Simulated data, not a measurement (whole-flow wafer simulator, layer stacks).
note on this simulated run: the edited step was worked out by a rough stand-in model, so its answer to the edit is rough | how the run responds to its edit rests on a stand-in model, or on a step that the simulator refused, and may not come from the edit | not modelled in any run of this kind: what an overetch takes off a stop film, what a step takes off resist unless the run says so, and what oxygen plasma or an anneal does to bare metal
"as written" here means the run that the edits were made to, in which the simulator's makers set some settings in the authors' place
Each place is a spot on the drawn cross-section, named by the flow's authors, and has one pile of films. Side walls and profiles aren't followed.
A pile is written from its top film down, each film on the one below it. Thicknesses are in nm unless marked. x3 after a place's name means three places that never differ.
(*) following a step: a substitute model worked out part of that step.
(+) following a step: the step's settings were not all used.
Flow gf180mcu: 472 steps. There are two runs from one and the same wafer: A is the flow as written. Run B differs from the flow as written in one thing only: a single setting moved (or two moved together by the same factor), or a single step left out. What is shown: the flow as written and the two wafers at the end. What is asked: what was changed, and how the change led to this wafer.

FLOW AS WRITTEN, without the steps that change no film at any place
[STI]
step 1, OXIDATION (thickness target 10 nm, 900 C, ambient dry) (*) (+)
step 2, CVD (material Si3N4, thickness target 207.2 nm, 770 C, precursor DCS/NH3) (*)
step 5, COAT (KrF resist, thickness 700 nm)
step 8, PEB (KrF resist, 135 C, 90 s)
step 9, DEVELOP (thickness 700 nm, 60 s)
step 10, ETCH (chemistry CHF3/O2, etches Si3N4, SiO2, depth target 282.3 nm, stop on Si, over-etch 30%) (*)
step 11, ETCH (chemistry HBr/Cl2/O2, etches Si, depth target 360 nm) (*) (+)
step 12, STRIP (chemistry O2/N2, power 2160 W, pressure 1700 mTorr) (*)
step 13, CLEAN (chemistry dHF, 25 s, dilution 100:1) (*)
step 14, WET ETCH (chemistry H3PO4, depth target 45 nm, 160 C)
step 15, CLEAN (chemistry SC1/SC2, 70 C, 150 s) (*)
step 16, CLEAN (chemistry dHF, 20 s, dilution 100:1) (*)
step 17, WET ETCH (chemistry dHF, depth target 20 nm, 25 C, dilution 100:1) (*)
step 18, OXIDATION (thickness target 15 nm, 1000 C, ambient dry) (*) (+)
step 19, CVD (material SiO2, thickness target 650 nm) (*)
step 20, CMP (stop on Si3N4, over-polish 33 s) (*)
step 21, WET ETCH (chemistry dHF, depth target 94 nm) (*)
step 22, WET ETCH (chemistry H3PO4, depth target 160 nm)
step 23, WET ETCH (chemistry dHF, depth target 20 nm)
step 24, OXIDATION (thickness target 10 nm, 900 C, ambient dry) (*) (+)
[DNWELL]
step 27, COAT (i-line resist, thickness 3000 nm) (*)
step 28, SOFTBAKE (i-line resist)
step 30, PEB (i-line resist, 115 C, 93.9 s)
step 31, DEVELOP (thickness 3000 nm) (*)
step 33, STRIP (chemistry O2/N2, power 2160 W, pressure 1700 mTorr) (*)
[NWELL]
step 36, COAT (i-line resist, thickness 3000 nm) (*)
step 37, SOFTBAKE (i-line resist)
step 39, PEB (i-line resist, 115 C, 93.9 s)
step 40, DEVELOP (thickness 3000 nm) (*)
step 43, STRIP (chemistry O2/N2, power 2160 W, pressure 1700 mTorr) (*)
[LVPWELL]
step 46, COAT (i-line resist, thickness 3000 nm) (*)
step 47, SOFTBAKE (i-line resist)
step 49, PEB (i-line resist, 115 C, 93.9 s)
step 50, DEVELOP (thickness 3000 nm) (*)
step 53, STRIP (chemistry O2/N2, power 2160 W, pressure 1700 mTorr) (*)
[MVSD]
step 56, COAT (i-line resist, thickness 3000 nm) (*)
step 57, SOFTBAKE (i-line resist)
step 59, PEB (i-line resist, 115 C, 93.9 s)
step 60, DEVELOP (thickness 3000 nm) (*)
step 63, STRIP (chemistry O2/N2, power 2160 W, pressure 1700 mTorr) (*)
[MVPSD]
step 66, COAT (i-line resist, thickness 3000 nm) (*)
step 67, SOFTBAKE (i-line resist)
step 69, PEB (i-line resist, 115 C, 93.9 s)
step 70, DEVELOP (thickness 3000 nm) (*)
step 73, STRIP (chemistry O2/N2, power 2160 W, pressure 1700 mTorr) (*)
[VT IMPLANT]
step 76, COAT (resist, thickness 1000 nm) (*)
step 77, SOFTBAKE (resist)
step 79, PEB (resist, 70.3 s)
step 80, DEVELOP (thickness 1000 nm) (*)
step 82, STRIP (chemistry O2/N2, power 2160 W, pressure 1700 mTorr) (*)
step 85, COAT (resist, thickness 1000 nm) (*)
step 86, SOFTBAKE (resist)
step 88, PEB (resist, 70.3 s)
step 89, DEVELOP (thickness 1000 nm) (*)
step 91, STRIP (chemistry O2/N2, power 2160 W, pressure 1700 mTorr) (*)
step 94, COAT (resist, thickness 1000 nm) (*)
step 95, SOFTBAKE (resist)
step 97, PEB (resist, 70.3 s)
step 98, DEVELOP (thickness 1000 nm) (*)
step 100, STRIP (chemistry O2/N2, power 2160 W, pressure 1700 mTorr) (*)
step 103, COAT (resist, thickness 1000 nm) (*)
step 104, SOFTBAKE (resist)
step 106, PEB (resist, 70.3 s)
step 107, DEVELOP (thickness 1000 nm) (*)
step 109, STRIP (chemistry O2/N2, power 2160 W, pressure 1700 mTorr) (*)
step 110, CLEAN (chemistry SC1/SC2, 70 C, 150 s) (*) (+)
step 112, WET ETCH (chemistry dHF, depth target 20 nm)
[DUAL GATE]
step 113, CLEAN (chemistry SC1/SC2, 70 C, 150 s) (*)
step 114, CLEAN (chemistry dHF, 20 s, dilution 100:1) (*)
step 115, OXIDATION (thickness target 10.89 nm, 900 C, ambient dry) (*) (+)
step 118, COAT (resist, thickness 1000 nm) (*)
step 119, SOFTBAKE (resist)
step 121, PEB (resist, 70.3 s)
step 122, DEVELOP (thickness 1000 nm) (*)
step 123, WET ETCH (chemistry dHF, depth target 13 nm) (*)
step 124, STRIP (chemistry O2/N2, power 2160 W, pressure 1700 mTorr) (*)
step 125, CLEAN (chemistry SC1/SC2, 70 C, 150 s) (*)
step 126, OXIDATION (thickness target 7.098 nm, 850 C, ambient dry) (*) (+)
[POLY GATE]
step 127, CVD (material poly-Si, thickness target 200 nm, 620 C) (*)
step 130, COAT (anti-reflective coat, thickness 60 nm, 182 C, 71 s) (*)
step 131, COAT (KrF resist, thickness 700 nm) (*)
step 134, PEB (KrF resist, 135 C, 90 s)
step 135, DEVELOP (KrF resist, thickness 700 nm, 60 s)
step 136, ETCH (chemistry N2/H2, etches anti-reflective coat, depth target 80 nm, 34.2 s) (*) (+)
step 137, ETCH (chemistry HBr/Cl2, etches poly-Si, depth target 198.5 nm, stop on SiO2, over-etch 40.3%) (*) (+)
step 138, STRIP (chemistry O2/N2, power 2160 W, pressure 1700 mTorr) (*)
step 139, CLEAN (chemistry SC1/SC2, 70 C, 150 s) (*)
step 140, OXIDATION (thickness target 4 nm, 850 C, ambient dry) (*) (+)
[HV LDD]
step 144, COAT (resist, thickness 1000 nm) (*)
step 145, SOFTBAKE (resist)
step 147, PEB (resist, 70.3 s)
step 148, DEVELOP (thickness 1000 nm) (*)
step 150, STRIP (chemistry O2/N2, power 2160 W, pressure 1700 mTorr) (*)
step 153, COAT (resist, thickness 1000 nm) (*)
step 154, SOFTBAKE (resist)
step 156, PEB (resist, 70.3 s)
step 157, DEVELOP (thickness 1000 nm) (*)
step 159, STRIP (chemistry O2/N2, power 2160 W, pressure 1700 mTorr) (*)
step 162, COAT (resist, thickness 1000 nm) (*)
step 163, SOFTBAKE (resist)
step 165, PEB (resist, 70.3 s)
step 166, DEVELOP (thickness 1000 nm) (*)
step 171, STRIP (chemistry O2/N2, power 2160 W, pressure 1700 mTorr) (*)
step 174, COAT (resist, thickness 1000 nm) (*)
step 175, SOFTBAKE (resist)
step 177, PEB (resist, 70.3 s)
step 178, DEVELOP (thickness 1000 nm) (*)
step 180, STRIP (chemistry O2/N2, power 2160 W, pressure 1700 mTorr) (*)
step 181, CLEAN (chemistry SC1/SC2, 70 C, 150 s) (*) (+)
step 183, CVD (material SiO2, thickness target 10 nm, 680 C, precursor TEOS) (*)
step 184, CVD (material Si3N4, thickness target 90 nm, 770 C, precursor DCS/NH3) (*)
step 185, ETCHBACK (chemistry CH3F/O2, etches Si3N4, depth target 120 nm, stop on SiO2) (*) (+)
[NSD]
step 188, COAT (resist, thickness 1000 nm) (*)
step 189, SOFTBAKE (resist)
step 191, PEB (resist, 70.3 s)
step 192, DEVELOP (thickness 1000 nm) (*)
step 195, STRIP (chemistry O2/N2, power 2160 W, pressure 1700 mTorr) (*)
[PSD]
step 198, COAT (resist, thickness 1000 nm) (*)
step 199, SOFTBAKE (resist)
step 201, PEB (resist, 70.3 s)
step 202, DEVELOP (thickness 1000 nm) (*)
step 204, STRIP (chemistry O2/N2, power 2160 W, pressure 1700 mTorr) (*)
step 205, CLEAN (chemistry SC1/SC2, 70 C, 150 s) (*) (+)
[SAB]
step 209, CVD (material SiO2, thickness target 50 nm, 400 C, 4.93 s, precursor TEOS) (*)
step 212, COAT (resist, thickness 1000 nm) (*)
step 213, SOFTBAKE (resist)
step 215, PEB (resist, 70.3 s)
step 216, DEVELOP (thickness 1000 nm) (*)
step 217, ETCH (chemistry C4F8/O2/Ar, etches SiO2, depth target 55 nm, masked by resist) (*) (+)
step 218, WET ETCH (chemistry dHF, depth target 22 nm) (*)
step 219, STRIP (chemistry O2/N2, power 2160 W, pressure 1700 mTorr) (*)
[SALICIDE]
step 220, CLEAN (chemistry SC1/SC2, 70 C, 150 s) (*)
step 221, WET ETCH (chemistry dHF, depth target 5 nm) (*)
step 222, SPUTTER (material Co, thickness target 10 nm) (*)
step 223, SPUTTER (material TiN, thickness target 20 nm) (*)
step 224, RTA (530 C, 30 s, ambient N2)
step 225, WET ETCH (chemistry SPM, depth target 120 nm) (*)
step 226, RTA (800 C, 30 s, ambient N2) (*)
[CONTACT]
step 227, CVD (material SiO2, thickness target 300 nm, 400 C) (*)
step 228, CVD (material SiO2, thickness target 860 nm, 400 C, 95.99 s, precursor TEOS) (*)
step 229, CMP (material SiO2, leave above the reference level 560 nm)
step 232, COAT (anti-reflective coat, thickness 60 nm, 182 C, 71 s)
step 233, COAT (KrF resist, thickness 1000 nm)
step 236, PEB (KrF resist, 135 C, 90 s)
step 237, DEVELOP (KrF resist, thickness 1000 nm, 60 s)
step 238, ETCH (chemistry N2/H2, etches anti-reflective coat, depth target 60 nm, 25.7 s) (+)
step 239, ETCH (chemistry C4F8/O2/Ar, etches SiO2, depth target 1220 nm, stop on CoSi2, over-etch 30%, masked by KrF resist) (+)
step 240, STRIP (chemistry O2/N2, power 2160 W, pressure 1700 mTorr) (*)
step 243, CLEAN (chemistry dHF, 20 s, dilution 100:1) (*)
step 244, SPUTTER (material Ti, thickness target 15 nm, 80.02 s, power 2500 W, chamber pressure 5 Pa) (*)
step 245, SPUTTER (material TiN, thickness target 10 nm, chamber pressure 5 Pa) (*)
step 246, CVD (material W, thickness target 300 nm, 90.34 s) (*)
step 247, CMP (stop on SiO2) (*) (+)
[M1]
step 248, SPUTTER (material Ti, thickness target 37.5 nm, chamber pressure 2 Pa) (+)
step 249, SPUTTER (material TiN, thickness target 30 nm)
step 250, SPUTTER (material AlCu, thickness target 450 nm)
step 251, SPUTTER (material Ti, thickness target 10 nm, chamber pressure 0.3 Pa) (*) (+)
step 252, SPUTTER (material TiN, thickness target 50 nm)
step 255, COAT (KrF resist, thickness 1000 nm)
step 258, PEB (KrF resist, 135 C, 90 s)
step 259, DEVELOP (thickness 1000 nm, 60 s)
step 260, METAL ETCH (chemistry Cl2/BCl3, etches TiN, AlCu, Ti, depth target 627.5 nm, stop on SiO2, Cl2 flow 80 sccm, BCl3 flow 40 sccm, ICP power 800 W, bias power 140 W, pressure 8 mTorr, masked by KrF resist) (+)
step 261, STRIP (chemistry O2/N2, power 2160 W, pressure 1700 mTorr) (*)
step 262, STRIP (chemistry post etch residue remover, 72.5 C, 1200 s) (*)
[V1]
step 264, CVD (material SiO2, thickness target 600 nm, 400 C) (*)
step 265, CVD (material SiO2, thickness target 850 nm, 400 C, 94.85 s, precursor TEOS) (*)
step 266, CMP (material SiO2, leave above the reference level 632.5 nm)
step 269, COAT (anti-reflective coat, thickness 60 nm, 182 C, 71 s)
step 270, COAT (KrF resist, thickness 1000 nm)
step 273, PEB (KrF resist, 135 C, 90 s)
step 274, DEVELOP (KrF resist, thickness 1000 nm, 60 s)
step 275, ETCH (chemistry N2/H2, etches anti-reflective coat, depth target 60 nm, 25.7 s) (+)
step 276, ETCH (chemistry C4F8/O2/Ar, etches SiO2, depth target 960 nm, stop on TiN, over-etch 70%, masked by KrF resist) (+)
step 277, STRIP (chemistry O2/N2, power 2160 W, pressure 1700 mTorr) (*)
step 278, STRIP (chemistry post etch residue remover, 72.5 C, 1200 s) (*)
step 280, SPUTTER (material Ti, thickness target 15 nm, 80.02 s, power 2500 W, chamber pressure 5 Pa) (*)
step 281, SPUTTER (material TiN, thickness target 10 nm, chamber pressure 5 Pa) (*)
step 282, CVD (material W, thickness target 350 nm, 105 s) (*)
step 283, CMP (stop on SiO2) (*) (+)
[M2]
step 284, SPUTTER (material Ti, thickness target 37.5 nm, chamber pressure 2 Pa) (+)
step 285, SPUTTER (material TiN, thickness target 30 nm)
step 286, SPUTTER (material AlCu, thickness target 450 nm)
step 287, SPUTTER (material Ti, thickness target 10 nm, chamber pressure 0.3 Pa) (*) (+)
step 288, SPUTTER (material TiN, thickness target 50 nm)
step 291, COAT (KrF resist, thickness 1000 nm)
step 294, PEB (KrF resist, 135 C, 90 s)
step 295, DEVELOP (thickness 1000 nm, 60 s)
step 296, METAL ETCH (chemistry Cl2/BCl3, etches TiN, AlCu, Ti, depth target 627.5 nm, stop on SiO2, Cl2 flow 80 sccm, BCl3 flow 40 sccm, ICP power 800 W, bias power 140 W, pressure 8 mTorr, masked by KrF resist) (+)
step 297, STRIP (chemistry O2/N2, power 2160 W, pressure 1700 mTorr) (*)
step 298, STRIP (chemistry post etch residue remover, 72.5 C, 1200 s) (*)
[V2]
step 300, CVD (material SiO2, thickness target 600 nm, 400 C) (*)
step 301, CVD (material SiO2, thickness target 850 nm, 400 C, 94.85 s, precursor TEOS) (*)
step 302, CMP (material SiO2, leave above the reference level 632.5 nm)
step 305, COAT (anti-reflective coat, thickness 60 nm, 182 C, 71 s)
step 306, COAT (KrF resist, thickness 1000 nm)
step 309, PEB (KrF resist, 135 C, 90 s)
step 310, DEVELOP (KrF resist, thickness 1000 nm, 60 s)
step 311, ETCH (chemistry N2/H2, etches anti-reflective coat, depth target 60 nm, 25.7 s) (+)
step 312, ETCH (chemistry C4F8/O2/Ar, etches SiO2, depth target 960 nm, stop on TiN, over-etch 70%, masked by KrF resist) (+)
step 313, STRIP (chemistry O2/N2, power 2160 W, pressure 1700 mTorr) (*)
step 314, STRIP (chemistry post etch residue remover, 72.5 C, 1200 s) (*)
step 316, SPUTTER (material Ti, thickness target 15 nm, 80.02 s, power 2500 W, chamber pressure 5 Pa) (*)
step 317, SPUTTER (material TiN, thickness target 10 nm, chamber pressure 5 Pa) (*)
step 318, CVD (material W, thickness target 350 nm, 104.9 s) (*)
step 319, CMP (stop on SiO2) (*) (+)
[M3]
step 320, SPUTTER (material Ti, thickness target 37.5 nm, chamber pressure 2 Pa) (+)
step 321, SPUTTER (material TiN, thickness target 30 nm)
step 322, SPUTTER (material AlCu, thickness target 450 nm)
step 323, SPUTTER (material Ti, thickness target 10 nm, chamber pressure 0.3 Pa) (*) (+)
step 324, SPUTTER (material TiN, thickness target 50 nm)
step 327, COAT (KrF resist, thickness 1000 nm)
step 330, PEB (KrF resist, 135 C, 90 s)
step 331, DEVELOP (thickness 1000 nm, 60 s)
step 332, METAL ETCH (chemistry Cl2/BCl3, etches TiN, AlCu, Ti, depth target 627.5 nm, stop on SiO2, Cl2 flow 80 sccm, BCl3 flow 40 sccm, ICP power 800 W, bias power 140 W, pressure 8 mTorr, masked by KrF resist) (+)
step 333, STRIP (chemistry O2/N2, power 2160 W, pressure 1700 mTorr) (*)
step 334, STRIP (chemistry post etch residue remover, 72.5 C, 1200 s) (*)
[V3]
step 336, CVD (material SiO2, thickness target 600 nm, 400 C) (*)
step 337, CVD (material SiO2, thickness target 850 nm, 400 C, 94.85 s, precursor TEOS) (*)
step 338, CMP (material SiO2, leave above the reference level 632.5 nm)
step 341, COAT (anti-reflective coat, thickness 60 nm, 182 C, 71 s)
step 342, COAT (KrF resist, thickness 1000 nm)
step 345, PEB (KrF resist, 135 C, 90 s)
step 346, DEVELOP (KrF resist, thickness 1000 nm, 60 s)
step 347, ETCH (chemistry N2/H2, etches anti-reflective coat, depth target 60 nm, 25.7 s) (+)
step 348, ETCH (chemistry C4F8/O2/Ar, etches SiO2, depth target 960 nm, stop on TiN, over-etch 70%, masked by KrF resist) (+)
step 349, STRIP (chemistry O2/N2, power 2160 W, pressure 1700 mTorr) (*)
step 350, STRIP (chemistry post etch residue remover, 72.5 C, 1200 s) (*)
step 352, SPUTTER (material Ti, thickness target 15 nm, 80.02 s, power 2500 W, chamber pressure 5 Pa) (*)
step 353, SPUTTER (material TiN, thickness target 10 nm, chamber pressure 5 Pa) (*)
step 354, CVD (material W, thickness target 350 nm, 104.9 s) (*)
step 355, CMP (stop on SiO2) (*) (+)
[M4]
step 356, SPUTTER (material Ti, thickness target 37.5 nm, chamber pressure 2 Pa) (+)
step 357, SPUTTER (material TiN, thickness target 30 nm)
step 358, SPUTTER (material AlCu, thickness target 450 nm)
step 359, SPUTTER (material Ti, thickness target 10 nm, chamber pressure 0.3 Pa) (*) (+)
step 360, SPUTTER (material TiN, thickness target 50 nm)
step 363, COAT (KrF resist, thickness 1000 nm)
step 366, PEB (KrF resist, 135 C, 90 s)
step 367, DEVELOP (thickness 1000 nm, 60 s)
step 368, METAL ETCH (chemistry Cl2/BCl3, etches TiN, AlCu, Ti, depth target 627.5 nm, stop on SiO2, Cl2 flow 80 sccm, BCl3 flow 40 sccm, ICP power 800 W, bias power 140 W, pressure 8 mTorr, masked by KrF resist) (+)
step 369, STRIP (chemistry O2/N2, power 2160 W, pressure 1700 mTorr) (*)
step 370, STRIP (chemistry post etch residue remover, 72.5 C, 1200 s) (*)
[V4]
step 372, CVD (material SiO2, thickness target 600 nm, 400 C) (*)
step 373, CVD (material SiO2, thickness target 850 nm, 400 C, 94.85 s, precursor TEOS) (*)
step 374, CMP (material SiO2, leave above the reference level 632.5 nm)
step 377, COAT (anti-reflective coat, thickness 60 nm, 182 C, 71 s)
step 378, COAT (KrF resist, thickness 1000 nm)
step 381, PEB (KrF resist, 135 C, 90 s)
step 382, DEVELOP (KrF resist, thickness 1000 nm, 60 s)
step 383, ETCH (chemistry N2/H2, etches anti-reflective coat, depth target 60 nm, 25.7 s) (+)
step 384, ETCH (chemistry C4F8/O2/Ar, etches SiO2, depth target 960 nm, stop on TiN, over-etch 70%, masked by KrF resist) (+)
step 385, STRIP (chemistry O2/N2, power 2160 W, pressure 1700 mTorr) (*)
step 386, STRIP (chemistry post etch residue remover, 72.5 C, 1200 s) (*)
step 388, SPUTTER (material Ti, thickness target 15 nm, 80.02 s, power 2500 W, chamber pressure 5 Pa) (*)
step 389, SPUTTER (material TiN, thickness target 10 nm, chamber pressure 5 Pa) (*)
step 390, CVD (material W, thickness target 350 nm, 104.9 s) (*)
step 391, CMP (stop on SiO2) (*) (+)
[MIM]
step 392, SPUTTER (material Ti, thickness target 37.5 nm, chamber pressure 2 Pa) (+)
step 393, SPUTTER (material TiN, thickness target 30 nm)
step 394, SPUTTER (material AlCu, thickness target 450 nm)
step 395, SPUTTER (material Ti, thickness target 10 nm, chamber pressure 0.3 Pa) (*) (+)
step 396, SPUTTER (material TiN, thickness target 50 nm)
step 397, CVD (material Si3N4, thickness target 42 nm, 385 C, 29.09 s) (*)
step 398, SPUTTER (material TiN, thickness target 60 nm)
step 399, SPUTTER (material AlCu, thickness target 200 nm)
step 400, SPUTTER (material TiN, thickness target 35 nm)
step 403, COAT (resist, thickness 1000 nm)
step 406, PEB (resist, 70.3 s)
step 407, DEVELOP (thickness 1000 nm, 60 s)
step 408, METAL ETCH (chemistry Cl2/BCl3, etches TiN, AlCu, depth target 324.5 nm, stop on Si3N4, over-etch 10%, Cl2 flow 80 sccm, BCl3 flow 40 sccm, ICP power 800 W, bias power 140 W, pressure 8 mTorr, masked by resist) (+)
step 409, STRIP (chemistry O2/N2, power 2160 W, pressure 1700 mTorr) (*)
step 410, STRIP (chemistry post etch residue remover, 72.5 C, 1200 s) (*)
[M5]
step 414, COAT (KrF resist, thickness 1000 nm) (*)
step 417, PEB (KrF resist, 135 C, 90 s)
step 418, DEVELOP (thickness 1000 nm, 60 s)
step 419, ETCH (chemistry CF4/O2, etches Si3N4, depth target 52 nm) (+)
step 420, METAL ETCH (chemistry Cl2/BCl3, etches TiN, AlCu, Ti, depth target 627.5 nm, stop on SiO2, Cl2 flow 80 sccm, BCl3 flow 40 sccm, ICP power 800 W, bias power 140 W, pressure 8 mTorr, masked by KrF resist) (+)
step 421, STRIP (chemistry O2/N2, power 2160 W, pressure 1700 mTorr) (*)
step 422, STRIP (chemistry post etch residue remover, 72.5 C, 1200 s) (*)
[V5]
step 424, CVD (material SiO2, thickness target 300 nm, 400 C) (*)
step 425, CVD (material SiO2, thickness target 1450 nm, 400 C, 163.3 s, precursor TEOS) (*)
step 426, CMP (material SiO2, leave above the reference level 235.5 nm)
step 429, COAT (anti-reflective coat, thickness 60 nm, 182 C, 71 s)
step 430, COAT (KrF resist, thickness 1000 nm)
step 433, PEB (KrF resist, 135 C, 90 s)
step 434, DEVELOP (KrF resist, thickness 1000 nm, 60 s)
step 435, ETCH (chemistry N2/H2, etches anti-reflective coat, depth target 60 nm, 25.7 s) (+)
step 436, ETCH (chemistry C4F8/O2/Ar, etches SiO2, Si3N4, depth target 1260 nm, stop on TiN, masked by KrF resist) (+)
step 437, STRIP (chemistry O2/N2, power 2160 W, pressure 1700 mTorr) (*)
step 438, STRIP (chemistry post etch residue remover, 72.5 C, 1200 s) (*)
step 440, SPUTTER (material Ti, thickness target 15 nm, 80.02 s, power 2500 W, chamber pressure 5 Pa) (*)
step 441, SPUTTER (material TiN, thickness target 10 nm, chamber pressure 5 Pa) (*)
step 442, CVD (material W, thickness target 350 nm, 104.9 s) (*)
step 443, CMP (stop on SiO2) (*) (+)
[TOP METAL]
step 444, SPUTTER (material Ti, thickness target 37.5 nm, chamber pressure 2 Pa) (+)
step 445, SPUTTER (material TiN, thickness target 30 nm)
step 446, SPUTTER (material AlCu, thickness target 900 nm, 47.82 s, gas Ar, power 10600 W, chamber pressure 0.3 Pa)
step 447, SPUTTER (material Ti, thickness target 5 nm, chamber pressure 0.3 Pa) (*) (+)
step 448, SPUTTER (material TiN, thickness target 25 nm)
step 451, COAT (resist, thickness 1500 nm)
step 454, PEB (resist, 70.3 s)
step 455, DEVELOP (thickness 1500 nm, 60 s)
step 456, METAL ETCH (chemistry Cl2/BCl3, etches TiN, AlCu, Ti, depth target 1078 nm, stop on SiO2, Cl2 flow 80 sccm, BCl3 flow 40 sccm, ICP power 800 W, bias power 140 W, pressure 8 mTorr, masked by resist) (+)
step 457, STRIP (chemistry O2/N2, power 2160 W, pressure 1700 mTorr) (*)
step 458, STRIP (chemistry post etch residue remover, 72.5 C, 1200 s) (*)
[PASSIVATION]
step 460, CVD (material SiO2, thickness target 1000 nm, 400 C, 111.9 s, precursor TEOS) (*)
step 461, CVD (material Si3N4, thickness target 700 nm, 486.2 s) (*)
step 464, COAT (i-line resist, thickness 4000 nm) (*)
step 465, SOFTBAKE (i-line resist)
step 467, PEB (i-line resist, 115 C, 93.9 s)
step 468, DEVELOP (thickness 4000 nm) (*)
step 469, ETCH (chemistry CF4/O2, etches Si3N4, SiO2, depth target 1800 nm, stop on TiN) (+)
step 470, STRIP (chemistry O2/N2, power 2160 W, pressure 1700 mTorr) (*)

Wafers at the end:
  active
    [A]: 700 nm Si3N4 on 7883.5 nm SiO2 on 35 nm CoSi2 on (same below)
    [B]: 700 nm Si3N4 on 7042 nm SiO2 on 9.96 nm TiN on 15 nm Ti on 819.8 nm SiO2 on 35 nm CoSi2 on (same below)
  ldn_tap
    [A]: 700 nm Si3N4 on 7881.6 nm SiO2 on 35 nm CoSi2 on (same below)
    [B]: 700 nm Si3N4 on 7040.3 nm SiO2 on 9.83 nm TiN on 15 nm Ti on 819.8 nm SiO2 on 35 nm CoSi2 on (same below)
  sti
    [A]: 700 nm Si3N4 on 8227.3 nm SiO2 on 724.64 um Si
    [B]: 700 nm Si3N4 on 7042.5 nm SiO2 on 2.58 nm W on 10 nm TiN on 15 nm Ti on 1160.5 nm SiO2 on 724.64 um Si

The reason: step 228, CVD: thickness target 516 nm was run, whereas the flow has thickness target 860 nm; step 228, CVD: 57.6 s was run, where the flow has 95.99 s.

Step by step, how the change led to this:
  step 228, CVD (material SiO2, thickness target 860 nm, 400 C, 95.99 s, precursor TEOS) (*)
      field, field__w7, field__w8 and 70 more: A +860 SiO2 | B +523.3 SiO2
      field__w3, field__w12: A +807.3 SiO2 | B +494.8 SiO2
      (also at 36 further places)
  step 229, CMP (material SiO2, leave above the reference level 560 nm)
      ldn_sep__w1, ldn_sep__w2, ldn_dft and 8 more: A -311 SiO2 | B nothing
      active, p_well, sd_n, iso_ptap_pw, iso_ntap_nw, iso_ptap_sub, vpnp_e: A -299.9 SiO2 | B nothing
      (also at 93 further places)
  step 232, COAT (anti-reflective coat, thickness 60 nm, 182 C, 71 s)
      sti, mim_1p0, pad, dice_street: A +60 anti-reflective coat (new film) | B +55.1 anti-reflective coat (new film)
      field__w1, nw_enc_fld__w1: A +60 anti-reflective coat (new film) | B +76.6 anti-reflective coat (new film)
      (also at 96 further places)
  step 238, ETCH (chemistry N2/H2, etches anti-reflective coat, depth target 60 nm, 25.7 s) (+)
      polyc_n, polyc_p: A -60 anti-reflective coat (all of it), -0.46 SiO2 | B -30.8 anti-reflective coat (all of it), -1.21 SiO2
      contact: A -60 anti-reflective coat (all of it), -0.46 SiO2 | B -72.5 anti-reflective coat (all of it), -0.14 SiO2
  step 239, ETCH (chemistry C4F8/O2/Ar, etches SiO2, depth target 1220 nm, stop on CoSi2, over-etch 30%, masked by KrF resist) (+)
      field, field__w1, field__w2 and 105 more: A -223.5 KrF resist | B -211.5 KrF resist
      contact: A -859.5 SiO2 (all of it) | B -813.5 SiO2 (all of it)
  step 240, STRIP (chemistry O2/N2, power 2160 W, pressure 1700 mTorr) (*)
      sti, mim_1p0, pad, dice_street: A -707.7 KrF resist (all of it), -60 anti-reflective coat (all of it) | B -737.2 KrF resist (all of it), -55.1 anti-reflective coat (all of it)
      p_well, sd_n: A -707.7 KrF resist (all of it), -60 anti-reflective coat (all of it) | B -737.2 KrF resist (all of it), -52 anti-reflective coat (all of it)
      (also at 96 further places)
  step 244, SPUTTER (material Ti, thickness target 15 nm, 80.02 s, power 2500 W, chamber pressure 5 Pa) (*)
      field__w3, field__w12: A +15 Ti (new film) | B +14.3 Ti (new film)
      ld_drift_p: A +15 Ti (new film) | B +14.1 Ti (new film)
  step 245, SPUTTER (material TiN, thickness target 10 nm, chamber pressure 5 Pa) (*)
      ld_drift_p: A +10 TiN (new film) | B +9.37 TiN (new film)
  step 246, CVD (material W, thickness target 300 nm, 90.34 s) (*)
      contact: A +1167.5 W (new film) | B +1113.5 W (new film)
  step 247, CMP (stop on SiO2) (*) (+)
      field__w5, field__w9, field__w13 and 33 more: A -300 W (all of it), -10 TiN (all of it), -15 Ti (all of it), -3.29 SiO2 | B -300 W (all of it), -10 TiN (all of it), -15 Ti (all of it)
      ldn_sep__w1, ldn_sep__w2, ldn_dft and 8 more: A -300 W (all of it), -10 TiN (all of it), -15 Ti (all of it), -3.29 SiO2 | B -299.3 W
      (also at 62 further places)
  step 260, METAL ETCH (chemistry Cl2/BCl3, etches TiN, AlCu, Ti, depth target 627.5 nm, stop on SiO2, Cl2 flow 80 sccm, BCl3 flow 40 sccm, ICP power 800 W, bias power 140 W, pressure 8 mTorr, masked by KrF resist) (+)
      field, field__w1, field__w2 and 49 more: A -50 TiN (all of it), -10 Ti (all of it), -450 AlCu (all of it), -30 TiN (all of it), -37.5 Ti (all of it) | B -50 TiN (all of it), -10 Ti (all of it), -450 AlCu (all of it), -30 TiN (all of it), -37.5 Ti (all of it), -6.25 W
      ldn_sep__w1, ldn_dft, ldn_out, ldp_sep__w1, ldp_fld__w2: A -50 TiN (all of it), -10 Ti (all of it), -450 AlCu (all of it), -30 TiN (all of it), -37.5 Ti (all of it) | B -50 TiN (all of it), -10 Ti (all of it), -450 AlCu (all of it), -30 TiN (all of it), -37.5 Ti (all of it), -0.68 W (all of it), -10 TiN (all of it), -15 Ti (all of it), -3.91 SiO2
      (also at 11 further places)
  step 262, STRIP (chemistry post etch residue remover, 72.5 C, 1200 s) (*)
      field, field__w1, field__w2 and 32 more: A nothing | B -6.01 W
      active, p_well, sd_n, iso_ptap_pw, iso_ntap_nw, iso_ptap_sub, vpnp_e: A nothing | B -5.49 W (all of it), -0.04 TiN
      (also at 10 further places)
  step 264, CVD (material SiO2, thickness target 600 nm, 400 C) (*)
      field, field__w1, field__w2 and 49 more: A +600 SiO2 | B +600 SiO2 (new film)
      ldn_dft, ldp_dft: A +600 SiO2 | B +614.2 SiO2
  step 266, CMP (material SiO2, leave above the reference level 632.5 nm)
      field, field__w1, field__w2 and 32 more: A -300 SiO2 | B -287.7 SiO2
      ldn_sep__w1, ldn_sep__w2, ldn_out and 6 more: A -300 SiO2 | B -270.4 SiO2
      (also at 24 further places)
With metal films that touch counted as one body, active has 2 bodies (between them, from the top down: SiO2 819.8); the flow as written gives 1 body.
With metal films that touch counted as one body, ldn_tap has 2 bodies (between them, from the top down: SiO2 819.8); the flow as written gives 1 body.
With metal films that touch counted as one body, sti has 1 body; the flow as written gives 0 bodies.
